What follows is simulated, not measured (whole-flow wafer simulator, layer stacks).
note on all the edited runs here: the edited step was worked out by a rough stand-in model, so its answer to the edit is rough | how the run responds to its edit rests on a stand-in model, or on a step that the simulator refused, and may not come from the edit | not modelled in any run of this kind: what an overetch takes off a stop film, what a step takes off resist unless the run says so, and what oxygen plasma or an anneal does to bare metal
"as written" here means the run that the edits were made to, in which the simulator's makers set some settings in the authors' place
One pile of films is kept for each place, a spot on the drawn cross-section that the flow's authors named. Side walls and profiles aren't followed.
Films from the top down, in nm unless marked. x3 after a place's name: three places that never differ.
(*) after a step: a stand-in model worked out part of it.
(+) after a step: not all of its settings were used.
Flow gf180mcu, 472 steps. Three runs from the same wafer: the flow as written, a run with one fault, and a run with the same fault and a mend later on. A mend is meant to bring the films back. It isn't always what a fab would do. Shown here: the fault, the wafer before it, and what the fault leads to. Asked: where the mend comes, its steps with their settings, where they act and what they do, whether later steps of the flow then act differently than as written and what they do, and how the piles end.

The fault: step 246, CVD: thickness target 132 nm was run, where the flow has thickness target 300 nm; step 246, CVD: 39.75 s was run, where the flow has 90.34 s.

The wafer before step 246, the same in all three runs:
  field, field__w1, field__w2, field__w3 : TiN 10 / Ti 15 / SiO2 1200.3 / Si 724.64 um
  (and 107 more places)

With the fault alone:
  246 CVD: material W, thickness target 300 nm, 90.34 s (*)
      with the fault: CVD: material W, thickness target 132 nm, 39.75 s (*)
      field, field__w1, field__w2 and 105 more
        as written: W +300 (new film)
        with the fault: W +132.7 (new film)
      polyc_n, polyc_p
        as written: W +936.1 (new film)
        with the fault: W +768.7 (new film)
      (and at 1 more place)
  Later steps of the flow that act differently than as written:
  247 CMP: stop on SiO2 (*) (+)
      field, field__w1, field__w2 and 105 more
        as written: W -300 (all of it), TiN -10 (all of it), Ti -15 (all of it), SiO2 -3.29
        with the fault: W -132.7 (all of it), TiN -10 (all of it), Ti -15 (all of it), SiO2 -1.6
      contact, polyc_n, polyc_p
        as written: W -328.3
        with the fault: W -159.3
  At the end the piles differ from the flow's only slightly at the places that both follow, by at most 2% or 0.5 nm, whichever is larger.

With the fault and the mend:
  The mend comes after step 246.
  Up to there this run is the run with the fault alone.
  246a CVD: material W, thickness target 168 nm, 50.59 s (the flow's step 246 once more, with other settings)
      field, field__w1, field__w2 and 108 more
        W +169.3
  No later step of the flow acts differently than as written, at any place that is followed, by more than 2% or 0.5 nm, whichever is larger.
  At the end the piles differ from the flow's only slightly at the places that both follow, by at most 2% or 0.5 nm, whichever is larger.
